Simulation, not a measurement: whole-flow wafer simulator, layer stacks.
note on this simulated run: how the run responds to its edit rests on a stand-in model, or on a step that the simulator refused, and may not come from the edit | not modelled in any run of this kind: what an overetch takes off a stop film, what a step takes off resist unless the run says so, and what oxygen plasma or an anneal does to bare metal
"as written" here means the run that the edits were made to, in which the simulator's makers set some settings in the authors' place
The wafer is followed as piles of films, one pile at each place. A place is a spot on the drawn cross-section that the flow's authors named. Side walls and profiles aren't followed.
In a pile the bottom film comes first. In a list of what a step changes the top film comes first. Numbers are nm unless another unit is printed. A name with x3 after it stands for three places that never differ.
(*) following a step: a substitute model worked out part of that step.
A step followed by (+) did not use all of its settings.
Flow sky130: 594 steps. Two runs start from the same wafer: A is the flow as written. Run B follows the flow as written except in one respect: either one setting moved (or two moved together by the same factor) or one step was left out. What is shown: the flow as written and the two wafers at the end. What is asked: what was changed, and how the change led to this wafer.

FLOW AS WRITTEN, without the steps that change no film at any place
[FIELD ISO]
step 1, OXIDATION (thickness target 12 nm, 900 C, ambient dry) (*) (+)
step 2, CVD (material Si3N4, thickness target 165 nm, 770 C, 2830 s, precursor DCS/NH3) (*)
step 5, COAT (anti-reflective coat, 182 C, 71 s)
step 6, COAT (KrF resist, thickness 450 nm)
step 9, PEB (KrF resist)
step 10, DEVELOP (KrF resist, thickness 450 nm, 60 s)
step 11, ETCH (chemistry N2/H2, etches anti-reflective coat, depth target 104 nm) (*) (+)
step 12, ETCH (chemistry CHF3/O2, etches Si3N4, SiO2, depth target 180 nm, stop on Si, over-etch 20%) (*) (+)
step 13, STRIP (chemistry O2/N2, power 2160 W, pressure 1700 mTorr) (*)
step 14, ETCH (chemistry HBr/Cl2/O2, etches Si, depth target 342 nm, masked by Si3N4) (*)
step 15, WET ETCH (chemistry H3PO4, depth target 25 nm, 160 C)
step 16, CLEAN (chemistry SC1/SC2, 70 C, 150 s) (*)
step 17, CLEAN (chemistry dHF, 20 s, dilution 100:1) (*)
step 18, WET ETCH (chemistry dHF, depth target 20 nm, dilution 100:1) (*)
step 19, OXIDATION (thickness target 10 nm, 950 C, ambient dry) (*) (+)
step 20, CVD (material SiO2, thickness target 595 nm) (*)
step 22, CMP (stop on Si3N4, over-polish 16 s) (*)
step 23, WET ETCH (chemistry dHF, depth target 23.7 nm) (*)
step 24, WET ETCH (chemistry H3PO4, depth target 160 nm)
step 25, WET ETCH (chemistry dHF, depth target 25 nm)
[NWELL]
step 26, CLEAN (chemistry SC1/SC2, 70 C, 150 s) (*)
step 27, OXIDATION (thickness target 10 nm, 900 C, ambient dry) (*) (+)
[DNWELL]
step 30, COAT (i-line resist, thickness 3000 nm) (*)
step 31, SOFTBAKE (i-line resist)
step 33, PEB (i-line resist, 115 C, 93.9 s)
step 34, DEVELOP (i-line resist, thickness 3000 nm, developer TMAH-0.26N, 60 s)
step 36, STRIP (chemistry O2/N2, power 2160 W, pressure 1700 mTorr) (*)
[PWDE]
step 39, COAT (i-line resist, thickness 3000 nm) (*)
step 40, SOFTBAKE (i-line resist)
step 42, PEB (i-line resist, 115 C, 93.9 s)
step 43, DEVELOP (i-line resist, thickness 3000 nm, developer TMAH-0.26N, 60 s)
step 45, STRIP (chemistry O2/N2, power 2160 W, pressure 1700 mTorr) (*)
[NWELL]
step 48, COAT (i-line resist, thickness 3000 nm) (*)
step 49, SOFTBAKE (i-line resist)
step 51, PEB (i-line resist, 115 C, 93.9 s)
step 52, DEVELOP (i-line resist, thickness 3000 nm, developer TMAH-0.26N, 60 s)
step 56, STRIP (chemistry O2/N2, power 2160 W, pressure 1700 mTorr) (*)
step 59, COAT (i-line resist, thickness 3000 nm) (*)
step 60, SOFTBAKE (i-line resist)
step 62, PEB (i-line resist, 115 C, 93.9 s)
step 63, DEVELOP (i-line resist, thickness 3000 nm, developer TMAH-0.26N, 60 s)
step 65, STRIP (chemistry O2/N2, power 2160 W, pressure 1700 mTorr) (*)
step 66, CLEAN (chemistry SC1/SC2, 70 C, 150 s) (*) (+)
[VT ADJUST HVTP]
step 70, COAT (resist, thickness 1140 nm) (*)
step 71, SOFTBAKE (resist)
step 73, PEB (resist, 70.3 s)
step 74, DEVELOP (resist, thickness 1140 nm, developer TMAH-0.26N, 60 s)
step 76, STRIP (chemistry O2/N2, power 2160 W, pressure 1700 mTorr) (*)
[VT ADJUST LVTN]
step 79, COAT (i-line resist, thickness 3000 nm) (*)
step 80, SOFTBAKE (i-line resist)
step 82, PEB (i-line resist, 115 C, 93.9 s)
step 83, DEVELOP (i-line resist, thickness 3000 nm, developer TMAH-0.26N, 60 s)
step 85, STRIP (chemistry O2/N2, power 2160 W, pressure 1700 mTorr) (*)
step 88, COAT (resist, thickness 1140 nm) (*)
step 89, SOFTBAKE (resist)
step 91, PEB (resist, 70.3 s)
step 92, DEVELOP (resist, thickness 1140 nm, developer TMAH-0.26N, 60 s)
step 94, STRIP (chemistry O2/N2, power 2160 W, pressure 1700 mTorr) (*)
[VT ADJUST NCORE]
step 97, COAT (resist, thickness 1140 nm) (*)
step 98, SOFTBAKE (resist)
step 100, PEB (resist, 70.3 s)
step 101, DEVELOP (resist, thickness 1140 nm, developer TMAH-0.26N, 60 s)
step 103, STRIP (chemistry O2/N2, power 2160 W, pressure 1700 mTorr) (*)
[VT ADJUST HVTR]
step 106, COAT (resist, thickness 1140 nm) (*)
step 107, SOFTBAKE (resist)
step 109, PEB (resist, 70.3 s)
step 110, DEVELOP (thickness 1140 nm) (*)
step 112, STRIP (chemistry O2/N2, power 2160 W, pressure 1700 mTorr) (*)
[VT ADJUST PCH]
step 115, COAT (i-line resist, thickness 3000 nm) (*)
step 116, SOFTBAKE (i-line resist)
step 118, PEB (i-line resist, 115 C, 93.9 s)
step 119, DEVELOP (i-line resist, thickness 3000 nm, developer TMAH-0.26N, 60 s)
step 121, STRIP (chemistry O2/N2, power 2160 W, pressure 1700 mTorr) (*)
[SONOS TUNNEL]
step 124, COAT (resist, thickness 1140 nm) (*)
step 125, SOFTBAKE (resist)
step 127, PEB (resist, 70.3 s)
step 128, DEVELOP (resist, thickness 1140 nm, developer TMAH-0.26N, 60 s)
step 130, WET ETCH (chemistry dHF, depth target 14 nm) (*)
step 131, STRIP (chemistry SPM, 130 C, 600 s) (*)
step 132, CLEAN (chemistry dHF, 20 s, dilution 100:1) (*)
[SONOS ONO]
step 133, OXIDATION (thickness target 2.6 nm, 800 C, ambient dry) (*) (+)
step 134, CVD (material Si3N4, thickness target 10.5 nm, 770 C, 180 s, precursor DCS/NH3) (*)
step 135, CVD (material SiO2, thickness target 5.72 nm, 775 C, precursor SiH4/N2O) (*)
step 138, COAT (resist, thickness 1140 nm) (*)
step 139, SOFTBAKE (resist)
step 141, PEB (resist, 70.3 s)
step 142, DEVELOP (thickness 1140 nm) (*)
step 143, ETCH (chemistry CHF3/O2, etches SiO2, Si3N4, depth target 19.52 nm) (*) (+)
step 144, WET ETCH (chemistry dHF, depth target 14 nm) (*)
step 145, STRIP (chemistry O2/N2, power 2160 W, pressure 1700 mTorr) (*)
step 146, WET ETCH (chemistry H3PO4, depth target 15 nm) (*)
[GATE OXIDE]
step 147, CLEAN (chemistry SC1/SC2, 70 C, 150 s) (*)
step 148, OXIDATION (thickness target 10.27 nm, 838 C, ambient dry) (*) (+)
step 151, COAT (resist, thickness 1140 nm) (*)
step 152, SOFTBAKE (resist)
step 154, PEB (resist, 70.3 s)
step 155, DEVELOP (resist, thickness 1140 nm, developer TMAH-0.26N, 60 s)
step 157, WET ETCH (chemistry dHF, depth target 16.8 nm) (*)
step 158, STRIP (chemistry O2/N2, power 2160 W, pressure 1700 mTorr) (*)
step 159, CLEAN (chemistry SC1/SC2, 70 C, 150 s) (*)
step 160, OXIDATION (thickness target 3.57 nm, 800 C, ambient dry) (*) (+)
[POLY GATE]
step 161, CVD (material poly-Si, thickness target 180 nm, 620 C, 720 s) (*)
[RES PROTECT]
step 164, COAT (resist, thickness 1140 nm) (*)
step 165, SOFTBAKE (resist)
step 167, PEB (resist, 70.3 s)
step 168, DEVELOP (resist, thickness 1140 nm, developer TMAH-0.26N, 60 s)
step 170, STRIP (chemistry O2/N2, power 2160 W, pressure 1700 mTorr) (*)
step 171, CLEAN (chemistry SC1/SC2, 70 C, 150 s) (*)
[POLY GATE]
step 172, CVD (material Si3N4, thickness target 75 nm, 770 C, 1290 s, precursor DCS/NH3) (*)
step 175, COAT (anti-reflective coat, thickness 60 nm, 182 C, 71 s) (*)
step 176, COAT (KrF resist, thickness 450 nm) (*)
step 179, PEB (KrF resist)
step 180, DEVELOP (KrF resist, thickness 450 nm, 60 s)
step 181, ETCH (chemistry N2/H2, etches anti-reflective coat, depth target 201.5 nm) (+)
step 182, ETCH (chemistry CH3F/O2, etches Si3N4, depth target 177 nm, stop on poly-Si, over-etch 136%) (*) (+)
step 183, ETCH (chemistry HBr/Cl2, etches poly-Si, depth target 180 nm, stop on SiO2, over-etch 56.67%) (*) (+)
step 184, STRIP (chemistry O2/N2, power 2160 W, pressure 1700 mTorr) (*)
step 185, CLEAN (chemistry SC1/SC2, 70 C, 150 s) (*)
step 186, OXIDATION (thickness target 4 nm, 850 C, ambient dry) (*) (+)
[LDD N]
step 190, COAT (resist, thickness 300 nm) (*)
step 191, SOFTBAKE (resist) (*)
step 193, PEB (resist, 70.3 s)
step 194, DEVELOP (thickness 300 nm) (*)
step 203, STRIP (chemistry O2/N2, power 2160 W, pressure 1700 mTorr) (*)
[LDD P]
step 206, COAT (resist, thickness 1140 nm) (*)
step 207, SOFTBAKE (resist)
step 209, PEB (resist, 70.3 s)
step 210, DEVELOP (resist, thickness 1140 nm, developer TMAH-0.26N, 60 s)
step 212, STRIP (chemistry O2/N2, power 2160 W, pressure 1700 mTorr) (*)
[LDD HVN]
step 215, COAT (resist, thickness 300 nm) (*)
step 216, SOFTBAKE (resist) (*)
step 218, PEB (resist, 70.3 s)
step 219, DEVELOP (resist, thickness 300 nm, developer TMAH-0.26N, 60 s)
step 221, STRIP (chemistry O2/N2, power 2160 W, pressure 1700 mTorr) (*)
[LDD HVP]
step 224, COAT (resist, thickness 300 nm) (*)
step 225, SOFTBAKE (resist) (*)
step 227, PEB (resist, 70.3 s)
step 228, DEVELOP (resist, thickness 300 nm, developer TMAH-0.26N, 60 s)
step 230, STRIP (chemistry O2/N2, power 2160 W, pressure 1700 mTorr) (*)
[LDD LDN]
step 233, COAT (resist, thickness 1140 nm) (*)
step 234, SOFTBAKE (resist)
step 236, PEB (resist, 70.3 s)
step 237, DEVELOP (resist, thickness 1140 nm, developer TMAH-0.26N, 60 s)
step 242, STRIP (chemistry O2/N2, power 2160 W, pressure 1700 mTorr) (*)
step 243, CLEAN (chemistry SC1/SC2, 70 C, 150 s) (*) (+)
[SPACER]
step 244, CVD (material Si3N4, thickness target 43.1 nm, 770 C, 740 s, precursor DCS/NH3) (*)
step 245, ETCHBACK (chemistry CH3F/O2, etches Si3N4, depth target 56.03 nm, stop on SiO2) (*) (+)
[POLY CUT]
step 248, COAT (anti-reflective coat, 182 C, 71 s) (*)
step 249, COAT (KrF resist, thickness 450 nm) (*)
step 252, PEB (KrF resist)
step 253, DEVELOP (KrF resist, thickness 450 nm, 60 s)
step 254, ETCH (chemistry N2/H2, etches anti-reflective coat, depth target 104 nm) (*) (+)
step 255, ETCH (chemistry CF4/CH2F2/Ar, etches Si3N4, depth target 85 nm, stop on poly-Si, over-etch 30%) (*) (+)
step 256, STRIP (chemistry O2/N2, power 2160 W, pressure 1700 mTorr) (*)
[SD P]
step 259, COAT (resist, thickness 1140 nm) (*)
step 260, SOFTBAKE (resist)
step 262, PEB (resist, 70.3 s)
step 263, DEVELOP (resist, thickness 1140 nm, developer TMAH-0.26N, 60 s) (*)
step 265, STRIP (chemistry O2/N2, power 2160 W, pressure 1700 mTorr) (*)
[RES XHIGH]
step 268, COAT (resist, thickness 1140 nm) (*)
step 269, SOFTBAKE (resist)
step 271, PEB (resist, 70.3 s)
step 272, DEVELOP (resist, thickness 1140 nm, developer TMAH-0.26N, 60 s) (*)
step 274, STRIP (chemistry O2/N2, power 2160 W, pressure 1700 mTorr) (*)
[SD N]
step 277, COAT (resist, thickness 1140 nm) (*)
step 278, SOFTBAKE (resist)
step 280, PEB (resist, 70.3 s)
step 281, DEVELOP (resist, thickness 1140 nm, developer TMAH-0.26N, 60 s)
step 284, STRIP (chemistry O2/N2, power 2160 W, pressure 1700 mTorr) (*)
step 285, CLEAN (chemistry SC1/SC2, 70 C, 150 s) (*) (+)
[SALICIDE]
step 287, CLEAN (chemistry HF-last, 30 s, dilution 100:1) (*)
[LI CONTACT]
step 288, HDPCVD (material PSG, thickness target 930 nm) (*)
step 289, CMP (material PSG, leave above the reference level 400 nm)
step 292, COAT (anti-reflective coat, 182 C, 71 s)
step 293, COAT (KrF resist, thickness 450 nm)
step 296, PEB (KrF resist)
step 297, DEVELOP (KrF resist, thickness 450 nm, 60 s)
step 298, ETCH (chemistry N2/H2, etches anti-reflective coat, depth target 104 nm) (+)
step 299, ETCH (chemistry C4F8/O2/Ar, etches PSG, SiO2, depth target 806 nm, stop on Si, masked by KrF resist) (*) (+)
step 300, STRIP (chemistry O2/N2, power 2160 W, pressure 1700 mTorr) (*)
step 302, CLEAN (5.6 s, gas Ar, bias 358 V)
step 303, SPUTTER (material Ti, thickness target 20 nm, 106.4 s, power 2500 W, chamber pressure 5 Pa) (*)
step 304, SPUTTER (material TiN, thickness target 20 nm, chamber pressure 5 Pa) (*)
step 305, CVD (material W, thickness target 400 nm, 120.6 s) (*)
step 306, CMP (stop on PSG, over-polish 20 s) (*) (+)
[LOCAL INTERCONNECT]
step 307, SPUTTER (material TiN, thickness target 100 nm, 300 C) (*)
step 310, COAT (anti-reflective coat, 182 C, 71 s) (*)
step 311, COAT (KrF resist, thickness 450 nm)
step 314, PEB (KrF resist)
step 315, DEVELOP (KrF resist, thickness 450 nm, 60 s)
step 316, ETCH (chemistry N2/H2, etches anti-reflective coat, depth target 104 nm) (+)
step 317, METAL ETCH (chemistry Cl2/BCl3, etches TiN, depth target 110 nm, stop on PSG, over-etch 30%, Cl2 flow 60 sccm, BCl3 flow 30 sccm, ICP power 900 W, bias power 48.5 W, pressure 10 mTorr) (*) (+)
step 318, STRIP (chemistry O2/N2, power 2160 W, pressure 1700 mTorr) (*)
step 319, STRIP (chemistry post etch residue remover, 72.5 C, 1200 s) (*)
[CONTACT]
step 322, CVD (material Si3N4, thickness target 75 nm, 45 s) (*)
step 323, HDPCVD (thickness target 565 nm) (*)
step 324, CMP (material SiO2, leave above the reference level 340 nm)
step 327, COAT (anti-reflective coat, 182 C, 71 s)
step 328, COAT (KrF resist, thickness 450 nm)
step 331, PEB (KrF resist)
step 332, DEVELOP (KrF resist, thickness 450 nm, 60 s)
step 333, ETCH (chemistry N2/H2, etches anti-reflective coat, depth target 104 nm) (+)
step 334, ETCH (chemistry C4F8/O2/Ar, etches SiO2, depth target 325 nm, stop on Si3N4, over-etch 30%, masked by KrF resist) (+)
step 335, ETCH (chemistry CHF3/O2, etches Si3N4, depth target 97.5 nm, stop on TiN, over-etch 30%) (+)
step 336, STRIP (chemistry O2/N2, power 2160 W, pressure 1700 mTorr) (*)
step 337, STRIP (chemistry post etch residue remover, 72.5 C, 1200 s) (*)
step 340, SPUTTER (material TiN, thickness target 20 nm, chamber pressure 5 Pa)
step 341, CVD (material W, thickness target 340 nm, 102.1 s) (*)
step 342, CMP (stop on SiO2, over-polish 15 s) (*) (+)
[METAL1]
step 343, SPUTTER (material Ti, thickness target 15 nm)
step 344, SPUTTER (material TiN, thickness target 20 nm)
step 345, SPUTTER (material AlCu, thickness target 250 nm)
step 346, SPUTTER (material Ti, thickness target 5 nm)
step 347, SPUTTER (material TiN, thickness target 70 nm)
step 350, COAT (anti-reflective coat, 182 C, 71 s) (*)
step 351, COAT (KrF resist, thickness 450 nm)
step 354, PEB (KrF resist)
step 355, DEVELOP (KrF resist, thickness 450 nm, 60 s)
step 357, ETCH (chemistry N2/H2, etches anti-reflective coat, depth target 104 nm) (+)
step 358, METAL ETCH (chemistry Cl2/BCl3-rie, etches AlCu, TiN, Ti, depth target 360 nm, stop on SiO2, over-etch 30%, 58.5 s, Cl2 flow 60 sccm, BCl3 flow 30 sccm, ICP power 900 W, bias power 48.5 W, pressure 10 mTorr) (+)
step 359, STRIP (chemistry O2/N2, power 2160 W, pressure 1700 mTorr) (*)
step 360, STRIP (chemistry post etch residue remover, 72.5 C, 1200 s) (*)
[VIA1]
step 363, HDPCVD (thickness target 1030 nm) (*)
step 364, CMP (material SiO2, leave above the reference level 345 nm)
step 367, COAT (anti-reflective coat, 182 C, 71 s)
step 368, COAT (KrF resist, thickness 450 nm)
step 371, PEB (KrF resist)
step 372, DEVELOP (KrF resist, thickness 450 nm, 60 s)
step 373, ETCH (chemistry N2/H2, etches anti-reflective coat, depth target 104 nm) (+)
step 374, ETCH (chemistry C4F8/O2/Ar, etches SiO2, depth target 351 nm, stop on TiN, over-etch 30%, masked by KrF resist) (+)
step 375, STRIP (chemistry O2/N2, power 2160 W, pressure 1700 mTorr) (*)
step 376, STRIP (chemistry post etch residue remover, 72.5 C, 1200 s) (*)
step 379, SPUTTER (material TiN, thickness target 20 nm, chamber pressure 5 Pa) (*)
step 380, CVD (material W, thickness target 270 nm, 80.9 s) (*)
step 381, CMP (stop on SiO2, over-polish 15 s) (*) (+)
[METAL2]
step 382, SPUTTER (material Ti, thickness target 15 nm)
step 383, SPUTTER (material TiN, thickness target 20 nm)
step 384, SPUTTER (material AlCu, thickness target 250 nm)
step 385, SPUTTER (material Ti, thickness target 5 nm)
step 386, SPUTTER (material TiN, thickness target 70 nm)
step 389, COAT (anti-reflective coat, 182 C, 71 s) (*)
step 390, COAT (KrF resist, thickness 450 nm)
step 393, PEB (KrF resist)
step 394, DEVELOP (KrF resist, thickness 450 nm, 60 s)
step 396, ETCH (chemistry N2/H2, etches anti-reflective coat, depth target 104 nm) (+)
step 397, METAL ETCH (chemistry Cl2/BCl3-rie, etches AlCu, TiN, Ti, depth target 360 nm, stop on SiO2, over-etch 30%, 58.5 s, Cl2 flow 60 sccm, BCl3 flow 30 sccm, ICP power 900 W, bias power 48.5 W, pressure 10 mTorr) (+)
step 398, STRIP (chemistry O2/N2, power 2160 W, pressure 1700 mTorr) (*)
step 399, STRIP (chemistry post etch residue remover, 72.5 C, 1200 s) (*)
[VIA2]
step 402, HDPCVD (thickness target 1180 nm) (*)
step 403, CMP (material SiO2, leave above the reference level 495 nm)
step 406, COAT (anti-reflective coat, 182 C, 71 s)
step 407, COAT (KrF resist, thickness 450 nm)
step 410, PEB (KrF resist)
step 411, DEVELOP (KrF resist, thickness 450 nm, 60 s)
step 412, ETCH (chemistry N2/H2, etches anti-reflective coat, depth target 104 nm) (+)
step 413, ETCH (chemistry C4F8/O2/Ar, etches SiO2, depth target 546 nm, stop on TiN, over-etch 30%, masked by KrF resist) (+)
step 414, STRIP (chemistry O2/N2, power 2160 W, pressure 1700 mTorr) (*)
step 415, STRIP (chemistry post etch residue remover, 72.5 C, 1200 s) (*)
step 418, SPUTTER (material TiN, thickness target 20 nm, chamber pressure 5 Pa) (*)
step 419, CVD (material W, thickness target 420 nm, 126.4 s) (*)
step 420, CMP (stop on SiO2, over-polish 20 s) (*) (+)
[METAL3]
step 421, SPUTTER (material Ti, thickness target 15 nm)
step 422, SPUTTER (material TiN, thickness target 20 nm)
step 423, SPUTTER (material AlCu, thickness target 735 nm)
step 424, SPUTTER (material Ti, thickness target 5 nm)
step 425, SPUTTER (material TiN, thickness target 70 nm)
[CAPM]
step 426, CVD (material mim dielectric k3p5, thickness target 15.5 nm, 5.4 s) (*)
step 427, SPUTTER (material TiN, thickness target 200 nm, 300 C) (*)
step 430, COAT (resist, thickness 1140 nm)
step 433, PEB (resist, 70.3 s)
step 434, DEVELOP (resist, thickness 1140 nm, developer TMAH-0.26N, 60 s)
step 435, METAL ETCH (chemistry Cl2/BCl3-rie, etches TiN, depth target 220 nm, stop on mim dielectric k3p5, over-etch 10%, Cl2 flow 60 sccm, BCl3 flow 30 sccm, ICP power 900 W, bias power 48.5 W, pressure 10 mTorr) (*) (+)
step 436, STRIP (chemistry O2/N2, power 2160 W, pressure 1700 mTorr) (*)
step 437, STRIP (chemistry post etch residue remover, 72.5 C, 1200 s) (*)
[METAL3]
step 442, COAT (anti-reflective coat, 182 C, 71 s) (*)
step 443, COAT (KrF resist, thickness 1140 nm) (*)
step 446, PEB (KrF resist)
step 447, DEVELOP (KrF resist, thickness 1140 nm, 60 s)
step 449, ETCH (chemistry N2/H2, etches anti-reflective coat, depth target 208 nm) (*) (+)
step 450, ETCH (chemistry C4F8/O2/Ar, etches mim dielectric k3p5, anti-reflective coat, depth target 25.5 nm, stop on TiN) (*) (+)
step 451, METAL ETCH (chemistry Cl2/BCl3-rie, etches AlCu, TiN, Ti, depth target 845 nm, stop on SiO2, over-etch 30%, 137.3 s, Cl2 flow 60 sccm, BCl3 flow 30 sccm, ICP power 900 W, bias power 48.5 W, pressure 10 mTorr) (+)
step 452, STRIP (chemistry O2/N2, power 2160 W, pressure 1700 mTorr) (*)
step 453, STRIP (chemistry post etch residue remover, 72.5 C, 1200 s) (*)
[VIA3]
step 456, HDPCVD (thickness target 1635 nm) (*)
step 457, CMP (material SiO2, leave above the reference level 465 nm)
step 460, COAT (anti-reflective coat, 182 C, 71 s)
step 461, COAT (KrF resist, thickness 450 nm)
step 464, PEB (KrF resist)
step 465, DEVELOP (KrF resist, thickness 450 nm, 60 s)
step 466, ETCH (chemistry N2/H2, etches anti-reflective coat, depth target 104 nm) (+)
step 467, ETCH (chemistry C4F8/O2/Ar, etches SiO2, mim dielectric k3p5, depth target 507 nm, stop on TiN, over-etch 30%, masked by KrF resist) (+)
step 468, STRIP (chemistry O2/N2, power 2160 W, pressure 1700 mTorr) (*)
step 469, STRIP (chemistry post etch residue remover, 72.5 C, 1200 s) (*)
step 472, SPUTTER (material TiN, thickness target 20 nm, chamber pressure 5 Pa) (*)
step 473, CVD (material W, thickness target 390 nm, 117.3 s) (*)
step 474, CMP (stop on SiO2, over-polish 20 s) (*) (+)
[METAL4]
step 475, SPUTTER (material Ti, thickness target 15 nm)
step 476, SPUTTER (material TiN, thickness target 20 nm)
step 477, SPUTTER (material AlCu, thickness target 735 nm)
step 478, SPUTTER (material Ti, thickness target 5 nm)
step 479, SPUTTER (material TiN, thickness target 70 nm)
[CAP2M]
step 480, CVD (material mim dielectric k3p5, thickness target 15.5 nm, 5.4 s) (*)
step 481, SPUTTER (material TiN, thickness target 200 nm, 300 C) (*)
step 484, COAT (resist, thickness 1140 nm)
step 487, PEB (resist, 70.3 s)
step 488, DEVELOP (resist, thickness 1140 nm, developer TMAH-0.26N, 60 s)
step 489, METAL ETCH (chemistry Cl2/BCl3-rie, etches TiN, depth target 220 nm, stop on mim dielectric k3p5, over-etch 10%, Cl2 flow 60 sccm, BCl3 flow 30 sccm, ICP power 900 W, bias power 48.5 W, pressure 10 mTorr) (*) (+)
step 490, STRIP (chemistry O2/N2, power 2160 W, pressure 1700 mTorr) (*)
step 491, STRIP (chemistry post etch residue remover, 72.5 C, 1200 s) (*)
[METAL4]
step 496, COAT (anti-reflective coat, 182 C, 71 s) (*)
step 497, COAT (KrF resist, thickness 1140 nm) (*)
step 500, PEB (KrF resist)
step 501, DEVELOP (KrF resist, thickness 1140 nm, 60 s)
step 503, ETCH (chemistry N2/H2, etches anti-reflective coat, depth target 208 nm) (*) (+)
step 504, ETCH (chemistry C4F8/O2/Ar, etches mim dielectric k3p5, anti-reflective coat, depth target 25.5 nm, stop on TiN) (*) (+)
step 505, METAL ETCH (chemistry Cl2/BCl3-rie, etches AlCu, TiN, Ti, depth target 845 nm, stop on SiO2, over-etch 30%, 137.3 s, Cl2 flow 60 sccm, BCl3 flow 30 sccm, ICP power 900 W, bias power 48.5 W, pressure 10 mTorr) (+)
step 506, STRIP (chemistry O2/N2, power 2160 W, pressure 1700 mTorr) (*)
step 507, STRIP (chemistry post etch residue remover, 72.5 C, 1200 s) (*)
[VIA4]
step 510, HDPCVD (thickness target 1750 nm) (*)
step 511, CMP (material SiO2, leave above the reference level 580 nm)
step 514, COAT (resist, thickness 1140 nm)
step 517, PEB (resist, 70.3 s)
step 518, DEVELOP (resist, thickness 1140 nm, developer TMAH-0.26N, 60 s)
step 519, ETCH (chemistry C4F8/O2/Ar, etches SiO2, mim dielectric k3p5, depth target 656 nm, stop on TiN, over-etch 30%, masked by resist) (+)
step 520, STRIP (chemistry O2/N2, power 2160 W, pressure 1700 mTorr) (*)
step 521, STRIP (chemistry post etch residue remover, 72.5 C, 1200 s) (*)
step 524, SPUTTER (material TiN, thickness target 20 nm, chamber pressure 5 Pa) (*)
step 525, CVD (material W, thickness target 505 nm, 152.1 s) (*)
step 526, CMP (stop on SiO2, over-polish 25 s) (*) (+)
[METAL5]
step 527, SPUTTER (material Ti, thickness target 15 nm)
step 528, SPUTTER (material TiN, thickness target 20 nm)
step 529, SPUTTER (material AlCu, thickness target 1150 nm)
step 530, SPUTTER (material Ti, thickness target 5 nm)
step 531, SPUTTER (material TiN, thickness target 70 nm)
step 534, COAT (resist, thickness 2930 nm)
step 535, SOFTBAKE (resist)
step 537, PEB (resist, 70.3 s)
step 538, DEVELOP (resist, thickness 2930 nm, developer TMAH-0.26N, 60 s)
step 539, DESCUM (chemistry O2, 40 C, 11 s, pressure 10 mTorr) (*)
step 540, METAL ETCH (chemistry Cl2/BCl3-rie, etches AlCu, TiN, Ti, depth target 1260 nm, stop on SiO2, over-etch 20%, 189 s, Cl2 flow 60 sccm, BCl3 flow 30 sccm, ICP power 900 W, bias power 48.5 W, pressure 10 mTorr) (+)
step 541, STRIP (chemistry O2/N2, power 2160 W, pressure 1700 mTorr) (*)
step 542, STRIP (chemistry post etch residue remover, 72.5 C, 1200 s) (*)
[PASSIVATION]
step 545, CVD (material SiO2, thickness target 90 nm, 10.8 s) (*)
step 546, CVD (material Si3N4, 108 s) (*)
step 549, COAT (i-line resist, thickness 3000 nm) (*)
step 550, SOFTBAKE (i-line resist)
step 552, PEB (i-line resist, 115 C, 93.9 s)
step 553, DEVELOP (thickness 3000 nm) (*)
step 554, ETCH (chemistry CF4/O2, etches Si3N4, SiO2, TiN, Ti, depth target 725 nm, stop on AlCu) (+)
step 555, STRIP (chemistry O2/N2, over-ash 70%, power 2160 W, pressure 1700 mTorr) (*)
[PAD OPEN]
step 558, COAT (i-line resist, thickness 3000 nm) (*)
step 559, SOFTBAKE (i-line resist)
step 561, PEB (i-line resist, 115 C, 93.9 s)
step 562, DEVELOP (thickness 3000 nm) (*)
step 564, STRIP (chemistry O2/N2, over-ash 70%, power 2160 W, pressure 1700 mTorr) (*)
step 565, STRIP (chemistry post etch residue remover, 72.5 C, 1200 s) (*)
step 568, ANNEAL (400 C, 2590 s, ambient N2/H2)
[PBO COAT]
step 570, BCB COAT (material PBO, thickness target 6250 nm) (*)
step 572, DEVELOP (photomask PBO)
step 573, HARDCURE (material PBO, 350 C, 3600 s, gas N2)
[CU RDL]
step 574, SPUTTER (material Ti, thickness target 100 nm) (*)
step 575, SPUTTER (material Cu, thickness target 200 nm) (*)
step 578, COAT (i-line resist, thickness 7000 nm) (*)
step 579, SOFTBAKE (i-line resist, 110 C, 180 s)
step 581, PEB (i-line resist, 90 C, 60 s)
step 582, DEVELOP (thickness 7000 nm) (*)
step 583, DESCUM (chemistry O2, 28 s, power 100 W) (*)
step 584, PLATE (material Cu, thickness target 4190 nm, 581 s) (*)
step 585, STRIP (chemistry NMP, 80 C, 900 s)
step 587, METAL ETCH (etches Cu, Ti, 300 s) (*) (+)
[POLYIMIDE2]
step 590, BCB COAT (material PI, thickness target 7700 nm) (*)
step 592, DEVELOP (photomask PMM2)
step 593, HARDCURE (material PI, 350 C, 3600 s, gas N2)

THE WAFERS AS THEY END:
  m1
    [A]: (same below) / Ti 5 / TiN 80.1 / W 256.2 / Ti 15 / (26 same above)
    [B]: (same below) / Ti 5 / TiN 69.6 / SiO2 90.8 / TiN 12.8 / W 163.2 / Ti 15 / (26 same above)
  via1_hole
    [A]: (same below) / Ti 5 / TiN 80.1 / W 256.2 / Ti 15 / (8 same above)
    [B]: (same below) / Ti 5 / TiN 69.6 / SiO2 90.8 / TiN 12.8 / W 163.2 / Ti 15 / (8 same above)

The reason: step 374, ETCH: depth target 179 nm was run, whereas the flow has depth target 351 nm.

The path from the change to this, step by step:
  step 374, ETCH (chemistry C4F8/O2/Ar, etches SiO2, depth target 351 nm, stop on TiN, over-etch 30%, masked by KrF resist) (+)
      m1, via1_hole: A SiO2 loses 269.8 (all of it) | B SiO2 loses 179
      field, active, n_well and 186 more: A KrF resist loses 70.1 | B KrF resist loses 35.8
  step 375, STRIP (chemistry O2/N2, power 2160 W, pressure 1700 mTorr) (*)
      field, active, n_well and 186 more: A KrF resist loses 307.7 (all of it), anti-reflective coat loses 80 (all of it) | B KrF resist loses 342 (all of it), anti-reflective coat loses 80 (all of it)
  step 379, SPUTTER (material TiN, thickness target 20 nm, chamber pressure 5 Pa) (*)
      m1: A TiN gains 11 | B TiN gains 12.8 (new film)
      via1_hole: A TiN gains 10.9 | B TiN gains 12.8 (new film)
  step 380, CVD (material W, thickness target 270 nm, 80.9 s) (*)
      m1, via1_hole: A W gains 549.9 (new film) | B W gains 456.8 (new film)
With metal films that touch counted as one body, m1 has 3 bodies (between them, from the top down: SiO2 90.8; SiO2 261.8 / Si3N4 75); the flow as written gives 2 bodies (between them, from the top down: SiO2 261.8 / Si3N4 75).
With metal films that touch counted as one body, via1_hole has 2 bodies (between them, from the top down: SiO2 90.8); the flow as written gives 1 body.
